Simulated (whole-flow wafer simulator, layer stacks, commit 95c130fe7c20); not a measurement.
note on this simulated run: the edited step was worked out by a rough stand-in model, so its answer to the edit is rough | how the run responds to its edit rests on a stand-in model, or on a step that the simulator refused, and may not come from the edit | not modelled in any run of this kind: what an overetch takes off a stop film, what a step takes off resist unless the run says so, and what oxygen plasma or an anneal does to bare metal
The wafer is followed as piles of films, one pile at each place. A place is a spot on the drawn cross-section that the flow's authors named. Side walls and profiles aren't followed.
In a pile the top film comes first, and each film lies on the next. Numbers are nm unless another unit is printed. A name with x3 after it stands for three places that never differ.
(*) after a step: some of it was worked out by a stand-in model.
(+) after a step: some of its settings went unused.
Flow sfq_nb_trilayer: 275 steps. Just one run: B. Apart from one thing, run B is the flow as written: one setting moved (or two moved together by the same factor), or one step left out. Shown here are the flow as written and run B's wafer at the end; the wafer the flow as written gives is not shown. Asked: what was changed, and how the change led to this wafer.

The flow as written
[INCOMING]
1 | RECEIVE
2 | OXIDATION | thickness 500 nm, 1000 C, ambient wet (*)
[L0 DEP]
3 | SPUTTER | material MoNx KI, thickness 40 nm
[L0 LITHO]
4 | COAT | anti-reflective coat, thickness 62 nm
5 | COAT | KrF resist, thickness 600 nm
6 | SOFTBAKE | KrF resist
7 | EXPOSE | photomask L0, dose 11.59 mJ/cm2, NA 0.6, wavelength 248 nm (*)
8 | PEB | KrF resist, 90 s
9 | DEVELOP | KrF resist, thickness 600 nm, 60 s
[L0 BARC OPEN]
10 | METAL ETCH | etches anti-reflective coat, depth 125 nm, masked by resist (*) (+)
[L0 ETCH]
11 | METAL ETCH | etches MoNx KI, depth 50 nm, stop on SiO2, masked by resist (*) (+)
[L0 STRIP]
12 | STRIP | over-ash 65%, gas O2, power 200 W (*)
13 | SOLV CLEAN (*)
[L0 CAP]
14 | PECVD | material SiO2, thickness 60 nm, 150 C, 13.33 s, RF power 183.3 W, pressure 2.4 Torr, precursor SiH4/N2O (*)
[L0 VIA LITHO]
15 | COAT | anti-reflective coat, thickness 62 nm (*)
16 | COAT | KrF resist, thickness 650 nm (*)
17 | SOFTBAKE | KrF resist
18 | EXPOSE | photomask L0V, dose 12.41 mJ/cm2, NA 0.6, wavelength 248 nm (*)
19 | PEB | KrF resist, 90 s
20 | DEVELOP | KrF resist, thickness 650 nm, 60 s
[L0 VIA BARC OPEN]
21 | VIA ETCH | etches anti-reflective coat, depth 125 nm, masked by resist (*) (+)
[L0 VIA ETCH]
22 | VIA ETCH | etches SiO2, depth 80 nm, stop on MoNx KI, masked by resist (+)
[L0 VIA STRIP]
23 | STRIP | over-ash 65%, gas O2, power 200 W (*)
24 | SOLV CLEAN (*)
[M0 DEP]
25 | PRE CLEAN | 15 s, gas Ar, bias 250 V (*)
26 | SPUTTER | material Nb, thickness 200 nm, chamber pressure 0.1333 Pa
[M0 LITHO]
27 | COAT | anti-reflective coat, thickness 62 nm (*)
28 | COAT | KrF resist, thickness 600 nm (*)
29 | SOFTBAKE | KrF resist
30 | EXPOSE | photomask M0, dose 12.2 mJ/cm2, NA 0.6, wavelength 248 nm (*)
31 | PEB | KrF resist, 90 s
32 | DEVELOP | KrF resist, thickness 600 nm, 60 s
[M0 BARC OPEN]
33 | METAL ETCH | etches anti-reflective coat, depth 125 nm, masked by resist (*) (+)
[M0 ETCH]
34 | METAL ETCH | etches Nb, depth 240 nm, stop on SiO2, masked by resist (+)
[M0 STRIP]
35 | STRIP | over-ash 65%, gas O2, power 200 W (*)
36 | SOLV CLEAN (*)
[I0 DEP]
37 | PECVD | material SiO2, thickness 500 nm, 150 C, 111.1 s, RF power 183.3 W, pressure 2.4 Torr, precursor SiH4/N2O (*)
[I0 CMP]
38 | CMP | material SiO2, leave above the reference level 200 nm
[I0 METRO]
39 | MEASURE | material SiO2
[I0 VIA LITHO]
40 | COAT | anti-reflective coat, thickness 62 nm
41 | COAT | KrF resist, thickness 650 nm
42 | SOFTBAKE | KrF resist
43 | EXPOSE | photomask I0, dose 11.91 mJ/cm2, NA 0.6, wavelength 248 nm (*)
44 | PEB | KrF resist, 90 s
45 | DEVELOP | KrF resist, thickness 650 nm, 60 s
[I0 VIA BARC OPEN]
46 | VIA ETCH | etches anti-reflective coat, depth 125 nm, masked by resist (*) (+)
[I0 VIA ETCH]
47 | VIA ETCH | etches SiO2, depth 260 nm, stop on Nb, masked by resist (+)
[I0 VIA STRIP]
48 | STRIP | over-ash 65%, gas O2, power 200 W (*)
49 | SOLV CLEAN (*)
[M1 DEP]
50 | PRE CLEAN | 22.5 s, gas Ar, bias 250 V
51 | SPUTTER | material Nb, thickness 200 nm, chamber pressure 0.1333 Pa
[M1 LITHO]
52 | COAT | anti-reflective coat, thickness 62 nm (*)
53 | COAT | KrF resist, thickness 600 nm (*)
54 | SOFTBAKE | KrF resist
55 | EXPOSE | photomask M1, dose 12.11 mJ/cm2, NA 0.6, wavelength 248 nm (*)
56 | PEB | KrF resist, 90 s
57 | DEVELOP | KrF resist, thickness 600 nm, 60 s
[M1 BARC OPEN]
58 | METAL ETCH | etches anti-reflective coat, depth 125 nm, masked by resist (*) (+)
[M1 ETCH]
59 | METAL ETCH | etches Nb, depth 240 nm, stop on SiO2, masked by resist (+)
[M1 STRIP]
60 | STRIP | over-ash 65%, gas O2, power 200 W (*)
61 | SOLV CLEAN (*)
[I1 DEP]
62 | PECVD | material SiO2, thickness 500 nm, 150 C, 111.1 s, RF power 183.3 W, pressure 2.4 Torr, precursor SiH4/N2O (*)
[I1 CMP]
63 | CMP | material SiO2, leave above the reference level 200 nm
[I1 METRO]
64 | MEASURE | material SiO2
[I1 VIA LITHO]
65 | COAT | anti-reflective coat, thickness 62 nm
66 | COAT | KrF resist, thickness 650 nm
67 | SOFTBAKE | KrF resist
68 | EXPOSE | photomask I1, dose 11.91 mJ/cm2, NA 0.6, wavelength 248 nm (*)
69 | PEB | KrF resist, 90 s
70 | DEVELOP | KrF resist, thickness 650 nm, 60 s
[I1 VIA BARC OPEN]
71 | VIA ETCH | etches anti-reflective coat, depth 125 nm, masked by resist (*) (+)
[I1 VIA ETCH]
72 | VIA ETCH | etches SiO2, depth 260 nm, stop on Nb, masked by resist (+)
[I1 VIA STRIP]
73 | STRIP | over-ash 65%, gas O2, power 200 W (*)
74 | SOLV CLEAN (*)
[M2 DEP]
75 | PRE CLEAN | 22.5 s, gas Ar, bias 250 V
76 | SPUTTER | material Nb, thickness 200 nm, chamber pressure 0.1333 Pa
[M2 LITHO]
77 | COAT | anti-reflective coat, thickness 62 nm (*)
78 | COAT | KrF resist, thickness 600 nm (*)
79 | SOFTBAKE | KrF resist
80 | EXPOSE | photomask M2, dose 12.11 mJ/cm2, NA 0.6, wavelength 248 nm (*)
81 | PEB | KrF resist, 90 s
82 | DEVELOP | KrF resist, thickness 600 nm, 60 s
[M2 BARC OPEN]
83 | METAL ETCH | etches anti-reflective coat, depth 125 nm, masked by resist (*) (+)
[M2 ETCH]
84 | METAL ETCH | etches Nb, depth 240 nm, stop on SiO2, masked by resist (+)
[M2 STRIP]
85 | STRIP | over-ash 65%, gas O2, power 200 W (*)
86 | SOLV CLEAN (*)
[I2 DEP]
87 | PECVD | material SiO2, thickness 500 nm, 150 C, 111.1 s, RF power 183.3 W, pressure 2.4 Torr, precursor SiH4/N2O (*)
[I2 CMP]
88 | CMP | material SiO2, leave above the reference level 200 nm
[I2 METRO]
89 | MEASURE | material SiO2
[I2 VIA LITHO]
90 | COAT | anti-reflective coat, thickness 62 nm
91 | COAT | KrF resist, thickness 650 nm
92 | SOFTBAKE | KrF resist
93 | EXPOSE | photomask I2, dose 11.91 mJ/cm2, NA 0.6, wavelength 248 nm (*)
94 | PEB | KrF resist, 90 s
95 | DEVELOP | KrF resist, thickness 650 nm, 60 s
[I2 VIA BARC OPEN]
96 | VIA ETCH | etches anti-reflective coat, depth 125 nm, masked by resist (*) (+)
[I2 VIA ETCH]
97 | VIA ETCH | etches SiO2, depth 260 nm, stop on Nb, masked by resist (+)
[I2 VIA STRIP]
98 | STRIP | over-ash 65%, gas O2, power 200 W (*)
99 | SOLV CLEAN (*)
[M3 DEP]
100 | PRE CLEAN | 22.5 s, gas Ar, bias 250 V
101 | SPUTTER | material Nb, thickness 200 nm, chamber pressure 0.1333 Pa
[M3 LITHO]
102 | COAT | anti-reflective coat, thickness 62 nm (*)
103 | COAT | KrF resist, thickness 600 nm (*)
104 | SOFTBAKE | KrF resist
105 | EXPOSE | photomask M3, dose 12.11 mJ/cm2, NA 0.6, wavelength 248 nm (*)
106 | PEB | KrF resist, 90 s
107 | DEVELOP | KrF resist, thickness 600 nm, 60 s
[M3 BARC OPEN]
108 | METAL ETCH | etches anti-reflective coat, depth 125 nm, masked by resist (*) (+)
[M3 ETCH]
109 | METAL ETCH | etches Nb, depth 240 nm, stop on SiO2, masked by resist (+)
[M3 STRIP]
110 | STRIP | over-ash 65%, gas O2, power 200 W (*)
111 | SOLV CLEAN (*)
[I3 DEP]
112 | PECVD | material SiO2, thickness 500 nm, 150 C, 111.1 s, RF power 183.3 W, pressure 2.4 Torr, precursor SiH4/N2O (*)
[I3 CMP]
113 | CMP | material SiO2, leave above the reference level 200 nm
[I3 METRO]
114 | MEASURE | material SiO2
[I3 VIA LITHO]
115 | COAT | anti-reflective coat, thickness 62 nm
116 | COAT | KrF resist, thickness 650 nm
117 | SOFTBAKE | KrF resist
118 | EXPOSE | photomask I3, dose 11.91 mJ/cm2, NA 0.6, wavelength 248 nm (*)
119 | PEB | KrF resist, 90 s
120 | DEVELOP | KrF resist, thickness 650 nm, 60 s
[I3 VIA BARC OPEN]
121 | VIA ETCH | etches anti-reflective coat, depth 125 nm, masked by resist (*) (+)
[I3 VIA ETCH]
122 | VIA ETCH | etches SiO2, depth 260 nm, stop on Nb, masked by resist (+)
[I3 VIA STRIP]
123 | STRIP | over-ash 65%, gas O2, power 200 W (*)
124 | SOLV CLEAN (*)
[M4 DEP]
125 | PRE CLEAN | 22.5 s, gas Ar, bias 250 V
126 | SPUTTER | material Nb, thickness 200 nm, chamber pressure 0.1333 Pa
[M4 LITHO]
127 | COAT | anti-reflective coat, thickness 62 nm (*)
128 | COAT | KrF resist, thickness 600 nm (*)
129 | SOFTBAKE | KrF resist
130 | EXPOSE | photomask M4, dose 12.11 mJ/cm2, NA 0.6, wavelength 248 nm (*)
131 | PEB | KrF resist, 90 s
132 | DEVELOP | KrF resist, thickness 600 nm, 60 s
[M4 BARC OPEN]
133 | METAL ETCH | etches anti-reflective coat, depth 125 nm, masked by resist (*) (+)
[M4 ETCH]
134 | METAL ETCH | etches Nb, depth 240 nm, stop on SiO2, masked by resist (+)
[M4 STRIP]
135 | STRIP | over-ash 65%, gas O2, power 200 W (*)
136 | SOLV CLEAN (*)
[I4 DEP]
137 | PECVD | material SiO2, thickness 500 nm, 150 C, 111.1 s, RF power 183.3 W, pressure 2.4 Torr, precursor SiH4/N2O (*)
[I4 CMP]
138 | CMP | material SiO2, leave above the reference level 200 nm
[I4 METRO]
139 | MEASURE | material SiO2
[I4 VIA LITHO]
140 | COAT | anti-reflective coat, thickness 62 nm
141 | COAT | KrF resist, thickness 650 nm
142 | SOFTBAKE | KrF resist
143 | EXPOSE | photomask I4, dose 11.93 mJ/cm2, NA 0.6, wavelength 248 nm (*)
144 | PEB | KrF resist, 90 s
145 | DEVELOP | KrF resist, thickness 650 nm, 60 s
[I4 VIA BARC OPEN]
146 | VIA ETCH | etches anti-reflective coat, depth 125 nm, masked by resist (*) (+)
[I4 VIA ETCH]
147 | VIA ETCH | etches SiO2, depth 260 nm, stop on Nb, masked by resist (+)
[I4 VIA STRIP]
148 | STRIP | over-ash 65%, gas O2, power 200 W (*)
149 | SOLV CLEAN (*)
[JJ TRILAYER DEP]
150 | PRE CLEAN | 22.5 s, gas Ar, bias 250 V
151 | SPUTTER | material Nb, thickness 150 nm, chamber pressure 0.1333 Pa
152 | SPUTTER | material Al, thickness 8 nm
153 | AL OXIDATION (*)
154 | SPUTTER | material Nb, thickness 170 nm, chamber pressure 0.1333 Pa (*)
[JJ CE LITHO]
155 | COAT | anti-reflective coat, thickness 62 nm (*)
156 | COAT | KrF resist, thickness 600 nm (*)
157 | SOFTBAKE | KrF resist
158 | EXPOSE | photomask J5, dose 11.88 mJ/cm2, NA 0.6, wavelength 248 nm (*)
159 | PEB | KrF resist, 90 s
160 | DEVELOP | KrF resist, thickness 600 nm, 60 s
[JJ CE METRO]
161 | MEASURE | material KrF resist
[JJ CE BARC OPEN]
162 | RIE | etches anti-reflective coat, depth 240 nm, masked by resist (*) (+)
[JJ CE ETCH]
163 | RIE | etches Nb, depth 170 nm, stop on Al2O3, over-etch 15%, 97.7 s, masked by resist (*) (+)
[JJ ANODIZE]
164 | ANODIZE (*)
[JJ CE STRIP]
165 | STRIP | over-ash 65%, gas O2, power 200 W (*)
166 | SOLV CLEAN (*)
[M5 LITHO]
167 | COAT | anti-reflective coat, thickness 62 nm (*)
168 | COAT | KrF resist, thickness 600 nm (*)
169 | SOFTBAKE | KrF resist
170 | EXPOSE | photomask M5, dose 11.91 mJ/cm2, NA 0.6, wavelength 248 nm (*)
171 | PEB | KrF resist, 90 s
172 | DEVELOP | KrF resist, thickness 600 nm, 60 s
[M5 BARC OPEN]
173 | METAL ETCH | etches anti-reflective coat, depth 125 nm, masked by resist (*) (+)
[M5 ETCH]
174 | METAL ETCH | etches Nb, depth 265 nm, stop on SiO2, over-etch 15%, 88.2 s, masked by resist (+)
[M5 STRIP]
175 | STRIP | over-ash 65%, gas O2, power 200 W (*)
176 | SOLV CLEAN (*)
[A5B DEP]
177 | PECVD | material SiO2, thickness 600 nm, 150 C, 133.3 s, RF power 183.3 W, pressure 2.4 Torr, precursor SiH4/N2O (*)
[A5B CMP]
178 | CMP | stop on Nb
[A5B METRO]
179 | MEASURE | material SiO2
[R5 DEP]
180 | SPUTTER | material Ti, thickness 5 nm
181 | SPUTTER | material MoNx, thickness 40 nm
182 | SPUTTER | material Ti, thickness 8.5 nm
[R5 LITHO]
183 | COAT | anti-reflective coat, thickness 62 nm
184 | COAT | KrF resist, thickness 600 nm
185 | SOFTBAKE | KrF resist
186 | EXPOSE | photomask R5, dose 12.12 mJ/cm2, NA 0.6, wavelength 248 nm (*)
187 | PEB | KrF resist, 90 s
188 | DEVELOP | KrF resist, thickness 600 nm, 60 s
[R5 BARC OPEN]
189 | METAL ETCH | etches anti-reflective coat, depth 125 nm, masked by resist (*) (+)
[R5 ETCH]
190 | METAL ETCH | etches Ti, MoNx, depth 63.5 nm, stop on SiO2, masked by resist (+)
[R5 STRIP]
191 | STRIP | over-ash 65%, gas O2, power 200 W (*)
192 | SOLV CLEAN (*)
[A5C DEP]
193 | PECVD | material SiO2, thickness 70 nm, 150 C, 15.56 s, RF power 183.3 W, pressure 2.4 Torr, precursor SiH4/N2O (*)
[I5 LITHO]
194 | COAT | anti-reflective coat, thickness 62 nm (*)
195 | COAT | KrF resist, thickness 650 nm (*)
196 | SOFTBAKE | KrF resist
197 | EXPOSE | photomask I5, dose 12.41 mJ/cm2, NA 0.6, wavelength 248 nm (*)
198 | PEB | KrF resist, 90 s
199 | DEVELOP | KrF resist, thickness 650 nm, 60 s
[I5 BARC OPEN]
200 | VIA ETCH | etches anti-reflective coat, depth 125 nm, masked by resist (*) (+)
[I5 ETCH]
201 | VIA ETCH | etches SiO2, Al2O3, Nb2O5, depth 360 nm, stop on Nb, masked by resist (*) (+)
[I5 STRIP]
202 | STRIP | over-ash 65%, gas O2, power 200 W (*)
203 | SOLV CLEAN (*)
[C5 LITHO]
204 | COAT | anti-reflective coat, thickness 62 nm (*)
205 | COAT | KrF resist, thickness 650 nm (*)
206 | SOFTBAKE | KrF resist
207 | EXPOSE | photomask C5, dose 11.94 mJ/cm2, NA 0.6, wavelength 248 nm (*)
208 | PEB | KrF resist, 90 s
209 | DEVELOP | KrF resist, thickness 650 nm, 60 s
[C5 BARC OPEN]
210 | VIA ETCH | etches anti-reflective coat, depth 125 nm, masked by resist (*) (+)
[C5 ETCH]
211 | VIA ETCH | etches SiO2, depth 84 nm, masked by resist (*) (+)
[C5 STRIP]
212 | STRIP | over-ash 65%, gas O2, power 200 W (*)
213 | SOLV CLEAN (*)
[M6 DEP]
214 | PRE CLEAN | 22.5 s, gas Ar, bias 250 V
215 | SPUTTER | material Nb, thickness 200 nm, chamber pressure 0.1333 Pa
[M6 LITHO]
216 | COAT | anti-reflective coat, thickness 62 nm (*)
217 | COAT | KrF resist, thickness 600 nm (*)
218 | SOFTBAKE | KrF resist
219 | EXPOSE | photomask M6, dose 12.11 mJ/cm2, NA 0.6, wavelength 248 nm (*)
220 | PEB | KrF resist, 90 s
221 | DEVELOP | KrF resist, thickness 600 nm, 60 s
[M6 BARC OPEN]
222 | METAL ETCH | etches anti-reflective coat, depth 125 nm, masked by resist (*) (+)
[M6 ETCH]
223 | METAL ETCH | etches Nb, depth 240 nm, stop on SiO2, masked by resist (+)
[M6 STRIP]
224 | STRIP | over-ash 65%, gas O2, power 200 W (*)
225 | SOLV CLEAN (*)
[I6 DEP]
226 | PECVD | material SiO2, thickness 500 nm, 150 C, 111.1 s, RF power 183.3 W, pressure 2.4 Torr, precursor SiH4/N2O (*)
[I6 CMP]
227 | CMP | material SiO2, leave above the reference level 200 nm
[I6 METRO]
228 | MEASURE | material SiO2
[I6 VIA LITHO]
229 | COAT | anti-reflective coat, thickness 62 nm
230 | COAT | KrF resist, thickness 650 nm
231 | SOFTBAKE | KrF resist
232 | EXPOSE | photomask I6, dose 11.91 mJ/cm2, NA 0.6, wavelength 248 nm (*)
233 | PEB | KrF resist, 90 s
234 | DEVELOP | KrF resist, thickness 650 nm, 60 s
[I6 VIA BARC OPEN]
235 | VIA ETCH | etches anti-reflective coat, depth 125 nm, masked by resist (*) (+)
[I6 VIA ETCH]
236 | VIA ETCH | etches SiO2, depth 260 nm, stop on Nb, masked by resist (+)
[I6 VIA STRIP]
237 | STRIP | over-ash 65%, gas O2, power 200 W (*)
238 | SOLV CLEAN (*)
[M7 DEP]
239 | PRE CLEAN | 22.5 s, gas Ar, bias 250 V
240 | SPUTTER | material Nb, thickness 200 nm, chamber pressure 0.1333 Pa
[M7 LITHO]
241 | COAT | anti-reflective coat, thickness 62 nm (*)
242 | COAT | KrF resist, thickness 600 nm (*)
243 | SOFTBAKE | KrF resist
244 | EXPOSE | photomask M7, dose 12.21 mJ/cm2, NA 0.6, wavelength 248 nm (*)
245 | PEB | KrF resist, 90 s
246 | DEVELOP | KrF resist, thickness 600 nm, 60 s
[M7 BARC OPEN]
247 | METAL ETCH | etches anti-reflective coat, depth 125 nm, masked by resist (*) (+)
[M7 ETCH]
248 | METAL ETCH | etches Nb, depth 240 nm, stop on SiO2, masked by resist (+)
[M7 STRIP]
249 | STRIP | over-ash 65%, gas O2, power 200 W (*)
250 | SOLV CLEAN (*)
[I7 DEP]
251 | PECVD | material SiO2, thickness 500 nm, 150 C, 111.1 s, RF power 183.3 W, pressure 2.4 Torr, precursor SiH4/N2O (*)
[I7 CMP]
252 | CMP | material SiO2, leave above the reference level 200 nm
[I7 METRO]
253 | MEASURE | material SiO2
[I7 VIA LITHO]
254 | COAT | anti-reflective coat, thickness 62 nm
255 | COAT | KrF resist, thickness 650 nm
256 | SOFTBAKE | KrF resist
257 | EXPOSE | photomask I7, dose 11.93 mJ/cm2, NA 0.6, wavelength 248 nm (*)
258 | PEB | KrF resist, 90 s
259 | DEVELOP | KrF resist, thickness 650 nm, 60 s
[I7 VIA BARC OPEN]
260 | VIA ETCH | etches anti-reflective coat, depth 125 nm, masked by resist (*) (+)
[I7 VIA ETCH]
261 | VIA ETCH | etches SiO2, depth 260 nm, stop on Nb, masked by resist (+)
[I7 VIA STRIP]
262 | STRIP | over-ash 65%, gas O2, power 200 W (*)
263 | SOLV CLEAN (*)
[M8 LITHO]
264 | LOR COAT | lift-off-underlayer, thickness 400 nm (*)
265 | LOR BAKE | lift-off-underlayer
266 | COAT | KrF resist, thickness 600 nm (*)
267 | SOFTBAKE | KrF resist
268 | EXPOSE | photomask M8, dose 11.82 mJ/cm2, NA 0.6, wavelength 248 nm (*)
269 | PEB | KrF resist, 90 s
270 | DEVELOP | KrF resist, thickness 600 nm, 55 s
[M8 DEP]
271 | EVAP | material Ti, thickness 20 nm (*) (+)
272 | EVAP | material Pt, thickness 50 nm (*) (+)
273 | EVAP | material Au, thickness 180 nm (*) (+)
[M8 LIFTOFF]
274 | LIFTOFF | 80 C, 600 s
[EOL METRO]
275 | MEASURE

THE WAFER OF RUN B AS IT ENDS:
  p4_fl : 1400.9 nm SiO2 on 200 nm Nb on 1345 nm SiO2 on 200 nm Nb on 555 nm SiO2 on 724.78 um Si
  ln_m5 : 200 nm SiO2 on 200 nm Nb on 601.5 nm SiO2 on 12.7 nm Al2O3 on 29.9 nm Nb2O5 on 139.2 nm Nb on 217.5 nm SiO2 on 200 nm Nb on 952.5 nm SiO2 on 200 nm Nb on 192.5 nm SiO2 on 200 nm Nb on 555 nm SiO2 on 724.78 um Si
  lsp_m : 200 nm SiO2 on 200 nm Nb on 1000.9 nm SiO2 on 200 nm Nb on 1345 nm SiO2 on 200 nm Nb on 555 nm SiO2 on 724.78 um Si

Cause: step 112, PECVD: thickness 375 nm was run, though the flow has thickness 500 nm; step 112, PECVD: 83.33 s was run, where the flow has 111.1 s.

The path from the change to this, step by step:
  112 | PECVD | material SiO2, thickness 500 nm, 150 C, 111.1 s, RF power 183.3 W, pressure 2.4 Torr, precursor SiH4/N2O (*)
      field_l, be, be_sur and 64 more: +375 SiO2 (as written it would have been: +500 SiO2)
      v_sur, via_wl, via_wr and 27 more: +375 SiO2 (new film) (as written it would have been: +500 SiO2 (new film))
      (and at 9 other places as well)
  113 | CMP | material SiO2, leave above the reference level 200 nm
      field_l, be, be_sur and 64 more: nothing (as written it would have been: -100 SiO2)
      p4_g1, p4_g2, p3_s0, p3_s1, p3_s2, p3_s3, p3_s4, p3_s5: nothing (as written it would have been: -157.1 SiO2)
      (and at 31 other places as well)
  115 | COAT | anti-reflective coat, thickness 62 nm
      p3_fr, m0r_space_l, m0r_space_r, m6r_space_l, m6r_space_r, m7r_space_l, m7r_space_r: +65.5 anti-reflective coat (new film) (as written it would have been: +62 anti-reflective coat (new film))
      p3_s0, p3_s1, p3_s2, p3_s3, p3_s4, p3_s5: +70.4 anti-reflective coat (new film) (as written it would have been: +62 anti-reflective coat (new film))
      (and at 47 other places as well)
  121 | VIA ETCH | etches anti-reflective coat, depth 125 nm, masked by resist (*) (+)
      field_l, v_sur, via_wl and 102 more: -50 KrF resist (as written it would have been: -51.7 KrF resist)
      via_v: -60 anti-reflective coat (all of it), -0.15 SiO2 (as written it would have been: -62 anti-reflective coat (all of it), -0.16 SiO2)
  123 | STRIP | over-ash 65%, gas O2, power 200 W (*)
      m0r_space_l, m0r_space_r, m6r_space_l, m6r_space_r, m7r_space_l, m7r_space_r: -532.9 KrF resist (all of it), -65.5 anti-reflective coat (all of it) (as written it would have been: -528.6 KrF resist (all of it), -62 anti-reflective coat (all of it))
      p4_fl, p4_fr: -532.5 KrF resist (all of it), -63.3 anti-reflective coat (all of it) (as written it would have been: -528.6 KrF resist (all of it), -62 anti-reflective coat (all of it))
      (and at 51 other places as well)
  127 | COAT | anti-reflective coat, thickness 62 nm (*)
      p3_s0, p3_s1, p3_s2, p3_s3, p3_s4, p3_s5: +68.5 anti-reflective coat (new film) (as written it would have been: +62 anti-reflective coat (new film))
      p3_l1, p3_l2, p3_l3, p3_l4: +55.4 anti-reflective coat (new film) (as written it would have been: +62 anti-reflective coat (new film))
      (and at 47 other places as well)
  133 | METAL ETCH | etches anti-reflective coat, depth 125 nm, masked by resist (*) (+)
      v_sur, via_wl, via_w and 36 more: -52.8 KrF resist (as written it would have been: -51.7 KrF resist)
      p3_s0, p3_s1, p3_s2, p3_s3, p3_s4, p3_s5: -68.5 anti-reflective coat (all of it) (as written it would have been: -62 anti-reflective coat (all of it))
      (and at 29 other places as well)
  135 | STRIP | over-ash 65%, gas O2, power 200 W (*)
      p3_l3, p3_l4: -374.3 KrF resist (all of it), -55.4 anti-reflective coat (all of it) (as written it would have been: -382.4 KrF resist (all of it), -62 anti-reflective coat (all of it))
      v_sur: -370.9 KrF resist (all of it), -55.5 anti-reflective coat (all of it) (as written it would have been: -379.9 KrF resist (all of it), -61.4 anti-reflective coat (all of it))
      (and at 19 other places as well)
  137 | PECVD | material SiO2, thickness 500 nm, 150 C, 111.1 s, RF power 183.3 W, pressure 2.4 Torr, precursor SiH4/N2O (*)
      p3_s0, p3_s1, p3_s2, p3_s3, p3_s4, p3_s5: +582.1 SiO2 (as written it would have been: +557.1 SiO2)
  138 | CMP | material SiO2, leave above the reference level 200 nm
      field_l, be, be_sur and 55 more: -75 SiO2 (as written it would have been: -100 SiO2)
      ln_m5, lsp_m, ln_m6, p4_fl, p4_fm, p4_g1, p4_g2, p4_fr: -275 SiO2 (as written it would have been: -300 SiO2)
      (and at 3 other places as well)
